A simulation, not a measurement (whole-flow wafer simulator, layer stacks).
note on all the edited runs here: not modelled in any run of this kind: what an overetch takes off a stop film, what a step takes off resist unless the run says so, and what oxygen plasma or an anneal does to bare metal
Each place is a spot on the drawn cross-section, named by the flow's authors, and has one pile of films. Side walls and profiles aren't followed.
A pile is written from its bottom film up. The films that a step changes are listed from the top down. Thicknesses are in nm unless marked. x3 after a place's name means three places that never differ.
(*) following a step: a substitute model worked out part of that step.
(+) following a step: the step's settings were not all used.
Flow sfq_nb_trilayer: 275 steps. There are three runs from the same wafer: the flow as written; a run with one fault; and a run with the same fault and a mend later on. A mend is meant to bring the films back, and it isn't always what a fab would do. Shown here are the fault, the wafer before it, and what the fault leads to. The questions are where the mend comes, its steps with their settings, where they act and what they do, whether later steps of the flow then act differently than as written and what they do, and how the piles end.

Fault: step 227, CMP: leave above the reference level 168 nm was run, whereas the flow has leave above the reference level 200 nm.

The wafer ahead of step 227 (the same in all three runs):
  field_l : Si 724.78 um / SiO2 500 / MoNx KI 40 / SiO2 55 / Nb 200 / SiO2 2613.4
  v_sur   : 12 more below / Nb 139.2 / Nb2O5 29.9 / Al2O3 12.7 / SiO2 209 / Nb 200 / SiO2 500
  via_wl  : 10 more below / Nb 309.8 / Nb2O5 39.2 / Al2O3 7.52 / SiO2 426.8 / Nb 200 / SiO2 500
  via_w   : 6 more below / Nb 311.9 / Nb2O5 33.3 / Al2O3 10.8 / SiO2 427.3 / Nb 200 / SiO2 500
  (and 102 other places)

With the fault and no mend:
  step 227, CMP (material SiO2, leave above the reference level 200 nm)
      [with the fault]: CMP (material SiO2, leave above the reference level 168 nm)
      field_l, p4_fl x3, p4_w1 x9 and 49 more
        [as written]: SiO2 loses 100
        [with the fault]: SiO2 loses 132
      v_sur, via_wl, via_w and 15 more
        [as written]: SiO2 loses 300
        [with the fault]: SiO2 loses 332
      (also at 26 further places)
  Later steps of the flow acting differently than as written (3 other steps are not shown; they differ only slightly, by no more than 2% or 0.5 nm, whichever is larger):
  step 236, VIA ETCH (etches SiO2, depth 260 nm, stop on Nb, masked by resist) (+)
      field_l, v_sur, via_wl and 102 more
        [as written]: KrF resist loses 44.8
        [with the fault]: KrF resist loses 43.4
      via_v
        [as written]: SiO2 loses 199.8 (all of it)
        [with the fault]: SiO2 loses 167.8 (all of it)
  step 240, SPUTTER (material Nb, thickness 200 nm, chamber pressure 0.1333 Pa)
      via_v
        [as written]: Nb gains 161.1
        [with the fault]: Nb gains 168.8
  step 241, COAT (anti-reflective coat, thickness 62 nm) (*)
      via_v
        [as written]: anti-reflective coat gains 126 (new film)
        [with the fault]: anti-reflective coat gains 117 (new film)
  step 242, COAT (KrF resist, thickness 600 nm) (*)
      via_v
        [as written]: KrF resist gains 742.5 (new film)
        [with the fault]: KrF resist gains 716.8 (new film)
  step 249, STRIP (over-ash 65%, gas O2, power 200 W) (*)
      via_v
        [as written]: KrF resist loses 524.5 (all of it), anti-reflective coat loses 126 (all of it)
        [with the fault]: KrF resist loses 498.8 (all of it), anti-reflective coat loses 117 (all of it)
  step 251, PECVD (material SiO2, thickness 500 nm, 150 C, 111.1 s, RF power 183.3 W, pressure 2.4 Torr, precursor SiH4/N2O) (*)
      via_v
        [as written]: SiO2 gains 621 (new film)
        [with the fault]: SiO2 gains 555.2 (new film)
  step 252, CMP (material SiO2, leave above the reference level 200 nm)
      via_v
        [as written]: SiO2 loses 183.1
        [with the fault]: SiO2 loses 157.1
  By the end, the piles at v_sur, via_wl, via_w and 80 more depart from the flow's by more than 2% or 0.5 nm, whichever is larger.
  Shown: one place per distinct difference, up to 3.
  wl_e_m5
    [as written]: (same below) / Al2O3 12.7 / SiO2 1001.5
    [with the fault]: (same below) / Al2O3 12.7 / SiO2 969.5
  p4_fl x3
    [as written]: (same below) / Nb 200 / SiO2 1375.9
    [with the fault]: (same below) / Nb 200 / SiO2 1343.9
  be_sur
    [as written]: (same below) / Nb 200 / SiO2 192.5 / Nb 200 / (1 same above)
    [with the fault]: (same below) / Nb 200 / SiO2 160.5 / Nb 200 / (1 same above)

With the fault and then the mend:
  The mend stands after step 228.
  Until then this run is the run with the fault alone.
  step 228a, PECVD (material SiO2, thickness 32 nm, 150 C, 7.111 s, RF power 183.3 W, pressure 2.4 Torr, precursor SiH4/N2O) (the flow's step 226 again, with other settings)
      field_l, v_sur, via_wl and 103 more
        SiO2 gains 32
  None of the later steps of the flow acts differently than as written at any place that is followed.
  The piles end the same as the flow's at every place that both follow.
